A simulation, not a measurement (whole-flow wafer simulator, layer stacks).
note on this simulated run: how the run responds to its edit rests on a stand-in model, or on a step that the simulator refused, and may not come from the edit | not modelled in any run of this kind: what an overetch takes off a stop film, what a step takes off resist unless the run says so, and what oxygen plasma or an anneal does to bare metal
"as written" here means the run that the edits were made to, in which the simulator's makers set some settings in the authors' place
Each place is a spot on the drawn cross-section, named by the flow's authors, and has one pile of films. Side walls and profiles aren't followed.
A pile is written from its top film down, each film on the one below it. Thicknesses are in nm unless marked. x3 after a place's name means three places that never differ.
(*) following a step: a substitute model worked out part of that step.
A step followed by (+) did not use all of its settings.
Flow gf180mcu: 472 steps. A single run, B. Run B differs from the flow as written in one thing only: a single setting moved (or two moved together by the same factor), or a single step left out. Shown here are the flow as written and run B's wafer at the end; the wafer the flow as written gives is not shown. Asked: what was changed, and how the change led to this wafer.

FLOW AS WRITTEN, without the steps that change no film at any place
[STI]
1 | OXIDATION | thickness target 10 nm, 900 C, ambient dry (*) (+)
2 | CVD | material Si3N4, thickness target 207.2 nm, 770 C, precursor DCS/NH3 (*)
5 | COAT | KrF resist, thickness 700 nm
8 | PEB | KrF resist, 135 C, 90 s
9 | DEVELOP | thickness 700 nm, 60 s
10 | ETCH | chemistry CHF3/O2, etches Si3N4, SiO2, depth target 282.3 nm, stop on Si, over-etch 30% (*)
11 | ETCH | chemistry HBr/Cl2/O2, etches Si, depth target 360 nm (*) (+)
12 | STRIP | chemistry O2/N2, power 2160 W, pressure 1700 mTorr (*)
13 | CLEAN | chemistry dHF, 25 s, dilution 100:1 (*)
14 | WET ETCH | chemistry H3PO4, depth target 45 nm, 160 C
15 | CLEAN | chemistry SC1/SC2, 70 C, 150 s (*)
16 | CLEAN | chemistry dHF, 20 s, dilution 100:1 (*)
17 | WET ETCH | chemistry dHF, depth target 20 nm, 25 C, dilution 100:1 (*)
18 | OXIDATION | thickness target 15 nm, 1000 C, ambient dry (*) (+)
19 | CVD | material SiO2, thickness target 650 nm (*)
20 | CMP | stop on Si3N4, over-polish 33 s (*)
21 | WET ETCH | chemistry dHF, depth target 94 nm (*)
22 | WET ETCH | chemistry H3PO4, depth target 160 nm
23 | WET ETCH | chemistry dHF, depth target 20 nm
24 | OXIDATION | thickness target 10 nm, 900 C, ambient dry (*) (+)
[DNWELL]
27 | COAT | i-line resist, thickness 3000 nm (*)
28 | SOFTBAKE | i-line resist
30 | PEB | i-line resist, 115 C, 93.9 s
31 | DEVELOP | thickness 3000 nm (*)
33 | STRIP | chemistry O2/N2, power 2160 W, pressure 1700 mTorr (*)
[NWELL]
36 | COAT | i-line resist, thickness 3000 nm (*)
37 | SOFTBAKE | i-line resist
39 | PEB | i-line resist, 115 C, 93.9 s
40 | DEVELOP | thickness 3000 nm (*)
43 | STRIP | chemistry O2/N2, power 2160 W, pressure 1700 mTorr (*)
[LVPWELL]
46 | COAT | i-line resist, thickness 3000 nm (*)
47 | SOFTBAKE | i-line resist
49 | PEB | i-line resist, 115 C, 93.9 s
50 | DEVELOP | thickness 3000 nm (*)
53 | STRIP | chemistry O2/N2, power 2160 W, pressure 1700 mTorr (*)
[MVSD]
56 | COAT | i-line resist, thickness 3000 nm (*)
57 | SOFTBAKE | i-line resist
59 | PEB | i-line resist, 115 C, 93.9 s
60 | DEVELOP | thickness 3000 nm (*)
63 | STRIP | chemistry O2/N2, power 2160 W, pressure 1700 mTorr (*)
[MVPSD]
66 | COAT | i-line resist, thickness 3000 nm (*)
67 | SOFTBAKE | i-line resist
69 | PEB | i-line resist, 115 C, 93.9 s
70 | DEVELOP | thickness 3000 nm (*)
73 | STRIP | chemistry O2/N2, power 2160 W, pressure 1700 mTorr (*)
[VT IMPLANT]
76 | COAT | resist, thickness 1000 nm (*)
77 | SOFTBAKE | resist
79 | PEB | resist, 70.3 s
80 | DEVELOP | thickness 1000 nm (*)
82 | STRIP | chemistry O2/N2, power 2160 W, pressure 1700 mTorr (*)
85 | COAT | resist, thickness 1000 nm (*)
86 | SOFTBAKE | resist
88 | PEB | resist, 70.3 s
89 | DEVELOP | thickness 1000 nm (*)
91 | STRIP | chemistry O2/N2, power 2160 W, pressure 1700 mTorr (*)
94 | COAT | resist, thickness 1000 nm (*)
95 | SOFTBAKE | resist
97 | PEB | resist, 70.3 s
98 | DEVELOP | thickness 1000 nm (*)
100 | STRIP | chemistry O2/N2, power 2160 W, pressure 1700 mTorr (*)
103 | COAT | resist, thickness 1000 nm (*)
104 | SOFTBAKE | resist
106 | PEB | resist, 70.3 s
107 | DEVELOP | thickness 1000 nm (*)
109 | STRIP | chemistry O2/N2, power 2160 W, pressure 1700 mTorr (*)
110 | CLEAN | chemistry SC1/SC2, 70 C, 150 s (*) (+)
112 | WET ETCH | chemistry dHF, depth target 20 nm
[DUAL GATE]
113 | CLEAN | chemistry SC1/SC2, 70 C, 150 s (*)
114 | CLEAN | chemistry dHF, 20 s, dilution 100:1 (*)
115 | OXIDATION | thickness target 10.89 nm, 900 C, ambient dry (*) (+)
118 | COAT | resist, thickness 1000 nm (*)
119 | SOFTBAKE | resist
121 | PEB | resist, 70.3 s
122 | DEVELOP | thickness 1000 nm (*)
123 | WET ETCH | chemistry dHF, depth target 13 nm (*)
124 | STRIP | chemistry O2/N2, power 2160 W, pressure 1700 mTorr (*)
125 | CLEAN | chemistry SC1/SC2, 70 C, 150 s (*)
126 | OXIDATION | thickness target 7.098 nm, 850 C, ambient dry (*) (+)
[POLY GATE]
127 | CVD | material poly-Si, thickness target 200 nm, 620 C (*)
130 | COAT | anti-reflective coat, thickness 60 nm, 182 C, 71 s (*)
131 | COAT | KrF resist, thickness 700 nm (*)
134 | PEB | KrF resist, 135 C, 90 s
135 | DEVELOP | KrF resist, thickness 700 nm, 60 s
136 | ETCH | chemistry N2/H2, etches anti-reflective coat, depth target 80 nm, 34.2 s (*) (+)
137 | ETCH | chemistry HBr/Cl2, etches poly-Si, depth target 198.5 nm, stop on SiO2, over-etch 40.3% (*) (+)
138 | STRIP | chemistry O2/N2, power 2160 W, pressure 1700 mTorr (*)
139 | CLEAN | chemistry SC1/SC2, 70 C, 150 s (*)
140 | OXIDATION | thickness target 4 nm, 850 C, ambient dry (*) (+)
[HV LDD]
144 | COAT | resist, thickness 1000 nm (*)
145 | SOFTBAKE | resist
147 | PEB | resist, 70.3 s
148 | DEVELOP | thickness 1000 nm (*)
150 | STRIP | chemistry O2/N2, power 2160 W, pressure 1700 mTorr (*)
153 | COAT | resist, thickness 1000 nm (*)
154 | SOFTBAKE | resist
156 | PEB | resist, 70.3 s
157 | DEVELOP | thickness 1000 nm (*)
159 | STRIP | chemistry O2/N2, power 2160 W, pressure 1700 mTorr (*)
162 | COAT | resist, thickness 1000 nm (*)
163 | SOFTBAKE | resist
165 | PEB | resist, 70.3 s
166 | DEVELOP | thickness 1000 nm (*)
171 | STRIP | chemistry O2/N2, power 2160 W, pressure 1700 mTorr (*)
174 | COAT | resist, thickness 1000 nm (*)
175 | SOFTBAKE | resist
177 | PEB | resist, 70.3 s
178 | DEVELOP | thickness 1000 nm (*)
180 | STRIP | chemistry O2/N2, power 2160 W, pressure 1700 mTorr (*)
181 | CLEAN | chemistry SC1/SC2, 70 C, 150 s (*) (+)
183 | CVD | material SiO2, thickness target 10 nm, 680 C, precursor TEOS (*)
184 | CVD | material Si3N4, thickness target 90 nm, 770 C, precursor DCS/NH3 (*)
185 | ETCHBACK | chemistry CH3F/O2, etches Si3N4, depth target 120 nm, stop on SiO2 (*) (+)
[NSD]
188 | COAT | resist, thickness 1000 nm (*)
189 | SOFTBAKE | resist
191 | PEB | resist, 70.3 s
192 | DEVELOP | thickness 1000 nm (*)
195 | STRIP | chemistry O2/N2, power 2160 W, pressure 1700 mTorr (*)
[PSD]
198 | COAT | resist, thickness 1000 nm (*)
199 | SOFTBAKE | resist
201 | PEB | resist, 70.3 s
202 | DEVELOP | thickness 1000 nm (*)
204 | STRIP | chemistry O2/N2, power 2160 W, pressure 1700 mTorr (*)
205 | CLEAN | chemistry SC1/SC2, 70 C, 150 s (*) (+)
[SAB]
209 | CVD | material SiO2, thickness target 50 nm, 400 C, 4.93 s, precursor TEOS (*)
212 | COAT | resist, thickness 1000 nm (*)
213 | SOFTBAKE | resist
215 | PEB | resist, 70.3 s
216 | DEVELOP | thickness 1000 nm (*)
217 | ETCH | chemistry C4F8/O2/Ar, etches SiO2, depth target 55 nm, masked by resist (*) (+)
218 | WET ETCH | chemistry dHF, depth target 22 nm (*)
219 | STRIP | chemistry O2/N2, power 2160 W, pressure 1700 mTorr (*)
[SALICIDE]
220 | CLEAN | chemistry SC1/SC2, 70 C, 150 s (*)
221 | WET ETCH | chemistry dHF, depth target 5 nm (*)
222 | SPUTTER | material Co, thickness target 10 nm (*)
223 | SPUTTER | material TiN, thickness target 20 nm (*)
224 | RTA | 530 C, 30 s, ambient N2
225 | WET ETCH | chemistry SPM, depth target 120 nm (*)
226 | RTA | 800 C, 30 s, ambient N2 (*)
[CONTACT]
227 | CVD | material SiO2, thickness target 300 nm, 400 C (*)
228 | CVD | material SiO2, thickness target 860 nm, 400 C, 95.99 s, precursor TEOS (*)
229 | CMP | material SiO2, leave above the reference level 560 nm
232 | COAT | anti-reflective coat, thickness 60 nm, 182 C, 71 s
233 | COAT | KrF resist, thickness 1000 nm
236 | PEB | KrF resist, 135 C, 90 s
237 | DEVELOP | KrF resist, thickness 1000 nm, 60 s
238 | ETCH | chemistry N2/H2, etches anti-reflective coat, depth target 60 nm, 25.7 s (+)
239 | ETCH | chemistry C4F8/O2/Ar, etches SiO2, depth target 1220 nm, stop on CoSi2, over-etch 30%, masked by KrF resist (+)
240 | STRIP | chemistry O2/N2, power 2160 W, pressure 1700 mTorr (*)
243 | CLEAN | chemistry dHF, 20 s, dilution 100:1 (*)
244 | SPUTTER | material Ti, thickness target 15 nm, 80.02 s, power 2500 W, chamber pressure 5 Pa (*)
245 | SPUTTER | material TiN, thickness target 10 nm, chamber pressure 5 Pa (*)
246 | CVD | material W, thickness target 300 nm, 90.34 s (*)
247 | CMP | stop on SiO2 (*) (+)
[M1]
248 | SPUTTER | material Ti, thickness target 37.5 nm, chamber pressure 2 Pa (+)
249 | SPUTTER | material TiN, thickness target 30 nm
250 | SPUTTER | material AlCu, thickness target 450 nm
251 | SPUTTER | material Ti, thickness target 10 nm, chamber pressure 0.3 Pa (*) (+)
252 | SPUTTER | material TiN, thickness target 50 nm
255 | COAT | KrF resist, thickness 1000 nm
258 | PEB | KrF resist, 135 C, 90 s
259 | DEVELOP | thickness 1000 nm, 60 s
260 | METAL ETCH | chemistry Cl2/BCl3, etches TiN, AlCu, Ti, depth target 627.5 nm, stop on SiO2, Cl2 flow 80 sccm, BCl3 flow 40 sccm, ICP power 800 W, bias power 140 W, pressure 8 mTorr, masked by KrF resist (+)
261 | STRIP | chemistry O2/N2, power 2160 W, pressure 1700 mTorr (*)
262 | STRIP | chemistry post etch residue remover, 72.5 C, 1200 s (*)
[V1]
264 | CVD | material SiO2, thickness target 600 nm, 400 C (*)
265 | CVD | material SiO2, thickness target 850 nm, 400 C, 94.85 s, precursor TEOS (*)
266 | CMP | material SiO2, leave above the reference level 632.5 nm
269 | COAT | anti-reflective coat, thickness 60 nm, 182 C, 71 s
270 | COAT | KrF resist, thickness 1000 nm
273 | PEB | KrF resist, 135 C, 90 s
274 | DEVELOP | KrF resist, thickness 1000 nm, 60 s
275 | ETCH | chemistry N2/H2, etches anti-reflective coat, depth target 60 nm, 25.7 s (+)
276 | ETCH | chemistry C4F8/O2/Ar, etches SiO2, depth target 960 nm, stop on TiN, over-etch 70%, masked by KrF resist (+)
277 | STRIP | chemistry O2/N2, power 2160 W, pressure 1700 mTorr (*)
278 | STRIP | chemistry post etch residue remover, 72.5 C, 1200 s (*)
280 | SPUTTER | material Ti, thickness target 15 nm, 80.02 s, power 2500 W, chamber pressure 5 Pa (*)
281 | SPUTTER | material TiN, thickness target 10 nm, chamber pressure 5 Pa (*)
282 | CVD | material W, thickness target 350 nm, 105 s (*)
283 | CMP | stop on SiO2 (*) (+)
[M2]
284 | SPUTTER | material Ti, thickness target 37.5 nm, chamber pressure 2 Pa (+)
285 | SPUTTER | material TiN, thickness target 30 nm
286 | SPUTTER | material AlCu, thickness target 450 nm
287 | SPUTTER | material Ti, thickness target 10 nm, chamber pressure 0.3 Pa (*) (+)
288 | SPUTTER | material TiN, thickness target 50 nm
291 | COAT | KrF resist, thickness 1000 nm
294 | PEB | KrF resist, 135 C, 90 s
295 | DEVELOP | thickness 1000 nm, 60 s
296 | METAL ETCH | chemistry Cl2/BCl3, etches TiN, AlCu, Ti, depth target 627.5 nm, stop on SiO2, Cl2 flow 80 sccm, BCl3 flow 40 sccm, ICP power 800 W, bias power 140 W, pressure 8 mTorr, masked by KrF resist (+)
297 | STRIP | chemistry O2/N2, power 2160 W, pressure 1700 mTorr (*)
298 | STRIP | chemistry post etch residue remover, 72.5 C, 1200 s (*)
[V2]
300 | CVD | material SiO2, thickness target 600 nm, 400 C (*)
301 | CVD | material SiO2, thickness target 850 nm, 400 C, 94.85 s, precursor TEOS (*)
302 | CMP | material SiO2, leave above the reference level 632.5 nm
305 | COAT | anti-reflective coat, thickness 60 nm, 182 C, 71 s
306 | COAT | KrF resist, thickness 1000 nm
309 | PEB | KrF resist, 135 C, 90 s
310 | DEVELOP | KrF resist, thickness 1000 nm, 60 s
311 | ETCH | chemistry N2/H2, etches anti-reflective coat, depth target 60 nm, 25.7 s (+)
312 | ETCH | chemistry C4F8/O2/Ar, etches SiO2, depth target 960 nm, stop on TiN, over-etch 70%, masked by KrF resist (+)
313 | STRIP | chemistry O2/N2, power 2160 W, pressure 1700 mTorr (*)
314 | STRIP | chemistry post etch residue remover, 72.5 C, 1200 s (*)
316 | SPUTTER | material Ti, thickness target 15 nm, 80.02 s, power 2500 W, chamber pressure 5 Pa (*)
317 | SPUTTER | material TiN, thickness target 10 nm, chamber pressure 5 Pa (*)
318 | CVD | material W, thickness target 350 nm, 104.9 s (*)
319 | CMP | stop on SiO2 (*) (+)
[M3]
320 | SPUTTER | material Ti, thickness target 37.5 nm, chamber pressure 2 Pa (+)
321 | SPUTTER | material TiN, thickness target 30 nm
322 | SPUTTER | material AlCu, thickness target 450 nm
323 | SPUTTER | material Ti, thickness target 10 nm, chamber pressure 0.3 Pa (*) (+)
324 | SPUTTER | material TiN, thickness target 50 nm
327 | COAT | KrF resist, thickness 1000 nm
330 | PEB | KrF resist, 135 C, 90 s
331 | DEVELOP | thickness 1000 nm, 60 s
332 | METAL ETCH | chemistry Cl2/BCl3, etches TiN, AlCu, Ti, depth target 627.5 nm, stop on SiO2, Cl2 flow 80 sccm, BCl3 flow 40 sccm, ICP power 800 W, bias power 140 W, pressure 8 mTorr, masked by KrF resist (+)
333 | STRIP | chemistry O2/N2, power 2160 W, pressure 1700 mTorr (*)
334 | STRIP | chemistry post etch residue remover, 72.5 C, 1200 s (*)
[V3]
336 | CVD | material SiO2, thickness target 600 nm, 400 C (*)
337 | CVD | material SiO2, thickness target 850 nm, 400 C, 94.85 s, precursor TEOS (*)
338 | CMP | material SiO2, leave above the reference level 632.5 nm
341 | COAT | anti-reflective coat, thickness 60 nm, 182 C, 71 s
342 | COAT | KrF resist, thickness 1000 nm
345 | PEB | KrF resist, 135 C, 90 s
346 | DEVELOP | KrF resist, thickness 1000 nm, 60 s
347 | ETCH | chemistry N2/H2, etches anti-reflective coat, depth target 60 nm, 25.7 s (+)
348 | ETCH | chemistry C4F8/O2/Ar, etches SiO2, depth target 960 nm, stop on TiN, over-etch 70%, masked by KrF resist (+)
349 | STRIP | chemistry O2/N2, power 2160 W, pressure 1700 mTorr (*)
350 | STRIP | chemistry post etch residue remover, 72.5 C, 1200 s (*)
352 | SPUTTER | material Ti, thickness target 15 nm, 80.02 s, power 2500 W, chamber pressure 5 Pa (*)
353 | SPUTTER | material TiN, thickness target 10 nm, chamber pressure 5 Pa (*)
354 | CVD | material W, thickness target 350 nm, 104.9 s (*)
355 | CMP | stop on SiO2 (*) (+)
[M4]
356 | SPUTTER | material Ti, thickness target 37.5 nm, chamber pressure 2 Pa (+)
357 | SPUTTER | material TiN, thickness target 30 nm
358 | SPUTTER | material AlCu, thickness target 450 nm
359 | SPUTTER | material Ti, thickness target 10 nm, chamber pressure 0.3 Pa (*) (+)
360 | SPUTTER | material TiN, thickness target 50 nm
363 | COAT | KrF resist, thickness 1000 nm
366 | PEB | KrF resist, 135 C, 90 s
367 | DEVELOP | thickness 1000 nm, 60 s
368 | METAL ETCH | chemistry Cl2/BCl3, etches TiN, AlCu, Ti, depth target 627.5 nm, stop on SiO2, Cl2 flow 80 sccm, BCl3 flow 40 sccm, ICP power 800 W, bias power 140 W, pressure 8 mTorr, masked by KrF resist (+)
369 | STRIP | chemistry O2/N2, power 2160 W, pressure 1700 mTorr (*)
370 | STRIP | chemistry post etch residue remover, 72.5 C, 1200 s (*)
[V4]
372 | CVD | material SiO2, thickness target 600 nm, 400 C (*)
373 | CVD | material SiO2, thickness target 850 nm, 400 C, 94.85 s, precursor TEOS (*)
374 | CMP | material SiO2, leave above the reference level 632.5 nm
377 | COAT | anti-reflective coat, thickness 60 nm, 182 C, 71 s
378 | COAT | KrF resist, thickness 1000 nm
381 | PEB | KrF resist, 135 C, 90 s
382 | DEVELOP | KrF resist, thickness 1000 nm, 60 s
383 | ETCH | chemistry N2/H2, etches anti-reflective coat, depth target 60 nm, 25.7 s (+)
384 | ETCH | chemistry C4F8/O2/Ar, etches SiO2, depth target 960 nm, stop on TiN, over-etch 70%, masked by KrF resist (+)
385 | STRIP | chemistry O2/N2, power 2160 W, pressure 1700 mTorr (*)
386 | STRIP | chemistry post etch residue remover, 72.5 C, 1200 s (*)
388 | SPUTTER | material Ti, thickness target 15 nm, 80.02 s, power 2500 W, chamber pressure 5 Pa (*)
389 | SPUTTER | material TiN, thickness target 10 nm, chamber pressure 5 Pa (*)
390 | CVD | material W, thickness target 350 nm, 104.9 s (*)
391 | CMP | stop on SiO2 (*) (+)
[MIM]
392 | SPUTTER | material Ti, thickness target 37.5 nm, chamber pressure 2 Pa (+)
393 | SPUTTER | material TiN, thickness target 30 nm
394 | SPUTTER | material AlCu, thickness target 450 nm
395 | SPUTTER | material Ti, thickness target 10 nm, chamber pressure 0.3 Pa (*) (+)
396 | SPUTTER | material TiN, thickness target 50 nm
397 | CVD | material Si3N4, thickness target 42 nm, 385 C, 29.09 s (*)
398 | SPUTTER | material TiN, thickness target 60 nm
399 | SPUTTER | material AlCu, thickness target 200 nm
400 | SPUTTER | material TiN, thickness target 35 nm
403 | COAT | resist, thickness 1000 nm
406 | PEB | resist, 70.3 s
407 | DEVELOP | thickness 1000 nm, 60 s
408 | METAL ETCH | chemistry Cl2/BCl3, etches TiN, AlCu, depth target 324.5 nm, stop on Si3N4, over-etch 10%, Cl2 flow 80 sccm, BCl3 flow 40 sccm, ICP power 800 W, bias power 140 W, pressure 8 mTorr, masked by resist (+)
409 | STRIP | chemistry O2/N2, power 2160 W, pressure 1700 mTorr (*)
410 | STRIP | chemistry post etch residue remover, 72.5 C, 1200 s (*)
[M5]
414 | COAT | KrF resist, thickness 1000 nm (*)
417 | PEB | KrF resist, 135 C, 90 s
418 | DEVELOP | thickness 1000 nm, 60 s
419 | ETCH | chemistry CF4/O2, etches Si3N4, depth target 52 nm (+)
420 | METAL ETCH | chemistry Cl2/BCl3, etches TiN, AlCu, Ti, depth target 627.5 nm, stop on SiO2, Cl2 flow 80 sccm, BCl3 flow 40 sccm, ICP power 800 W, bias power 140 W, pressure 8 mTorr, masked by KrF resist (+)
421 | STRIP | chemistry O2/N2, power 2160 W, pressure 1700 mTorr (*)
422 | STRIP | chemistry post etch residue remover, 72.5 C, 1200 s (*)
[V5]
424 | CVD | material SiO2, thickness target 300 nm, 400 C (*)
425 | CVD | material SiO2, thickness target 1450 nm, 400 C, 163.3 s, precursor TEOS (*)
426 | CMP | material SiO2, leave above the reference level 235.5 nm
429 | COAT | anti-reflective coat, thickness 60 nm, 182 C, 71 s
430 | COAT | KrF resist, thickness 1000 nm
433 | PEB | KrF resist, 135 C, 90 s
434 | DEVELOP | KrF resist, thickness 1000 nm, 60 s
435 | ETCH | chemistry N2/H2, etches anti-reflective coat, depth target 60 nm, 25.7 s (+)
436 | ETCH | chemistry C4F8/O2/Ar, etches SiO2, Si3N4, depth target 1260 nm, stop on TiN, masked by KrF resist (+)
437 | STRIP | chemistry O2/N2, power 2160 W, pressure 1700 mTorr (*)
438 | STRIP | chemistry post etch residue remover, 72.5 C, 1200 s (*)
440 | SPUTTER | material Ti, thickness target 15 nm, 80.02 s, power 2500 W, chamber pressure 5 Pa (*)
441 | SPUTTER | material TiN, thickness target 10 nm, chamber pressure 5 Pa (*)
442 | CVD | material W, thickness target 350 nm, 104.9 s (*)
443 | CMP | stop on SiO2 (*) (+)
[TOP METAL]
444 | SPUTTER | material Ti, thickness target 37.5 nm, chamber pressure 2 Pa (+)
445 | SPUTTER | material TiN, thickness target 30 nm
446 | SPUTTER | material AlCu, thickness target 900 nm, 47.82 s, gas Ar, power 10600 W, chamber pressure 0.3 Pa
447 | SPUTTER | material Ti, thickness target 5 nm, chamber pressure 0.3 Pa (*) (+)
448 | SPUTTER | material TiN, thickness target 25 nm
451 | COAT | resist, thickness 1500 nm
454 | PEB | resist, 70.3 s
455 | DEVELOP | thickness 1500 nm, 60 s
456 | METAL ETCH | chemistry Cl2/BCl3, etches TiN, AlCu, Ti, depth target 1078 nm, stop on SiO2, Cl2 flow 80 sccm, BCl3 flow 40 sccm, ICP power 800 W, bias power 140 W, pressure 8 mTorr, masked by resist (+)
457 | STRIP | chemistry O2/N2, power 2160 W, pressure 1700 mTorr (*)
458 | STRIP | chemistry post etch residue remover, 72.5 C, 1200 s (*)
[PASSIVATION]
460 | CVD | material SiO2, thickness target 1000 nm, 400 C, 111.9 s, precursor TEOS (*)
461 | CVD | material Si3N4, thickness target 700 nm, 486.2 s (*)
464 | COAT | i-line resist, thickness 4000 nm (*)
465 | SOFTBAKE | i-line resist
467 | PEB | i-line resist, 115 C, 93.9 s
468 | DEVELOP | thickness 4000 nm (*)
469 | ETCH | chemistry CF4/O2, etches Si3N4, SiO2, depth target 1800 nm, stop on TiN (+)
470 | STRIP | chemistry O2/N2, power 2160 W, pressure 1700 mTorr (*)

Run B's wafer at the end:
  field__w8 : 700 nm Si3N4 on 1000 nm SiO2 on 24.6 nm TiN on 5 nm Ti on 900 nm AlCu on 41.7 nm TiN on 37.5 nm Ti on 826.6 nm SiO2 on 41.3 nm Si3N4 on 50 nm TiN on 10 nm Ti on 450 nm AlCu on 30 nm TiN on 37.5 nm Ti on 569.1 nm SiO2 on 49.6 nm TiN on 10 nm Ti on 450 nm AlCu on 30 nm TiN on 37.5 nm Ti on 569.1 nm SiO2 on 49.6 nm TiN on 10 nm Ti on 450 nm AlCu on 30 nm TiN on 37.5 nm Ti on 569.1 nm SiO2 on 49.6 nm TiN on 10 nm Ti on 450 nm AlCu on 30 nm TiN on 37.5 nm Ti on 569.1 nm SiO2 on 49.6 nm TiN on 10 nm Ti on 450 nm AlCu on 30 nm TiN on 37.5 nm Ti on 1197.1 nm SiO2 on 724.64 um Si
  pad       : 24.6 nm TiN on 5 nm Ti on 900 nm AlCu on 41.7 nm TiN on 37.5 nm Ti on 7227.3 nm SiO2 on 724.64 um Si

What caused this: step 445, SPUTTER: thickness target 41.7 nm was run, though the flow has thickness target 30 nm.
One can read it off the wafer: field__w8 has TiN 41.7, and step 445 as written asks for 30 nm.

Step by step, how the change led to this:
  445 | SPUTTER | material TiN, thickness target 30 nm
      field, field__w1, field__w2 and 109 more: TiN gains 41.7 (new film) (in the flow as written it would be: TiN gains 30 (new film))
  456 | METAL ETCH | chemistry Cl2/BCl3, etches TiN, AlCu, Ti, depth target 1078 nm, stop on SiO2, Cl2 flow 80 sccm, BCl3 flow 40 sccm, ICP power 800 W, bias power 140 W, pressure 8 mTorr, masked by resist (+)
      field, field__w1, field__w2 and 103 more: TiN loses 25 (all of it), Ti loses 5 (all of it), AlCu loses 900 (all of it), TiN loses 41.7 (all of it), Ti loses 37.5 (all of it) (in the flow as written it would be: TiN loses 25 (all of it), Ti loses 5 (all of it), AlCu loses 900 (all of it), TiN loses 30 (all of it), Ti loses 37.5 (all of it))
  465 | SOFTBAKE | i-line resist
      gate: i-line resist loses 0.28 (in the flow as written it would be: i-line resist gains 1.79)
      ld_acc_p, ld_fp_p, ld_drift_p: i-line resist gains 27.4 (in the flow as written it would be: i-line resist gains 33.8)
      (also at 56 further places)
